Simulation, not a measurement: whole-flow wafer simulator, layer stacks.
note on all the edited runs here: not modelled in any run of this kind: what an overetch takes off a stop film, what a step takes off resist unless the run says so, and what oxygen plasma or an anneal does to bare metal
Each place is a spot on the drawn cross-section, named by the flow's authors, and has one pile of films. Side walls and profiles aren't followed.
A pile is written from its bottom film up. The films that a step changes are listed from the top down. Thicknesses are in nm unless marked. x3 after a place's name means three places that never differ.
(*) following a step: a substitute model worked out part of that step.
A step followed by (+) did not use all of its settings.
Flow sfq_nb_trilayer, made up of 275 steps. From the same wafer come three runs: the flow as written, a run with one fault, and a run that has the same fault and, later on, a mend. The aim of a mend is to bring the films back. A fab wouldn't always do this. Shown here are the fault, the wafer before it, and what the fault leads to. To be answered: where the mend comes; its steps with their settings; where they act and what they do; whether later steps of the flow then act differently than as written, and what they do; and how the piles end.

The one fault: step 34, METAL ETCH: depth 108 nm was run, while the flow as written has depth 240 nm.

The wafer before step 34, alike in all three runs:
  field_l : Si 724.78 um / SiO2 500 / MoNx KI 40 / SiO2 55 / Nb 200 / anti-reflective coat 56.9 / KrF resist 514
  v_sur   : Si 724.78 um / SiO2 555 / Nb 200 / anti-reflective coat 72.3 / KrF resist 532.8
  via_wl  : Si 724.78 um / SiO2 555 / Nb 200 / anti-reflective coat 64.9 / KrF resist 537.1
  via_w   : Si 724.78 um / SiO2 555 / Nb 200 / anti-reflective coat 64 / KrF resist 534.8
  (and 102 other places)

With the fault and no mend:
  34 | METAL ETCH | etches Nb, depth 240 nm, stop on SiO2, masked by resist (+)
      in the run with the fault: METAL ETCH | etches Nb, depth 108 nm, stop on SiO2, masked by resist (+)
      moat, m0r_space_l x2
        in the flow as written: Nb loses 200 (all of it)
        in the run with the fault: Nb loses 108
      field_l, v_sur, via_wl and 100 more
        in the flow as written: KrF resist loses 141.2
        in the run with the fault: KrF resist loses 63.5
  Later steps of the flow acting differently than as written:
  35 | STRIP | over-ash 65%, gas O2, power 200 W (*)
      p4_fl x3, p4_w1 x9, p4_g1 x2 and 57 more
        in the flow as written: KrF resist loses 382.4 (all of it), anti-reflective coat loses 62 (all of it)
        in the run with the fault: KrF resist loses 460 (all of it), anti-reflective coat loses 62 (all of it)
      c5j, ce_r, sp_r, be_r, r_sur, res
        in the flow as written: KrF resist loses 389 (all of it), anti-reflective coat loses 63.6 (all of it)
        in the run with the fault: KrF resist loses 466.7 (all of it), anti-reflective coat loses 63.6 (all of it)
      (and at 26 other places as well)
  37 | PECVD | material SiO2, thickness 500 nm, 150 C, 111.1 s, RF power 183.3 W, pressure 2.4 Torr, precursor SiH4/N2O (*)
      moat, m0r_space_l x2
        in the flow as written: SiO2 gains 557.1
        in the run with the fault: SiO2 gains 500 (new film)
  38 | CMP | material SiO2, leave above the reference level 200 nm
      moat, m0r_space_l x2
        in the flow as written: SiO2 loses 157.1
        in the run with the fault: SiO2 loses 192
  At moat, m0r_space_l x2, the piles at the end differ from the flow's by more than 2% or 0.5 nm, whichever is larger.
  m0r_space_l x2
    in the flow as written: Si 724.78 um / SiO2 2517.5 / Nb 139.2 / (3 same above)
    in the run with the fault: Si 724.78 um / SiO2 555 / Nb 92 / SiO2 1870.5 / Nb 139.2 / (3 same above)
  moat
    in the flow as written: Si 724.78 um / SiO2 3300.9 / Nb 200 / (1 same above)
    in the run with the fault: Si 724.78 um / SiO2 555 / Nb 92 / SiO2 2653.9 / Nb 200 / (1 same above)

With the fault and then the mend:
  The mend follows step 34.
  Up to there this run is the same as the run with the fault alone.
  34a | METAL ETCH | etches Nb, depth 132 nm, stop on SiO2, masked by resist (+) (the flow's step 34 again, with other settings)
      field_l, v_sur, via_wl and 100 more
        KrF resist loses 77.6
      moat, m0r_space_l x2
        Nb loses 92 (all of it)
  Later steps of the flow that are run all act as written at every place that is followed.
  At every place that both follow, the piles at the end match the flow's.
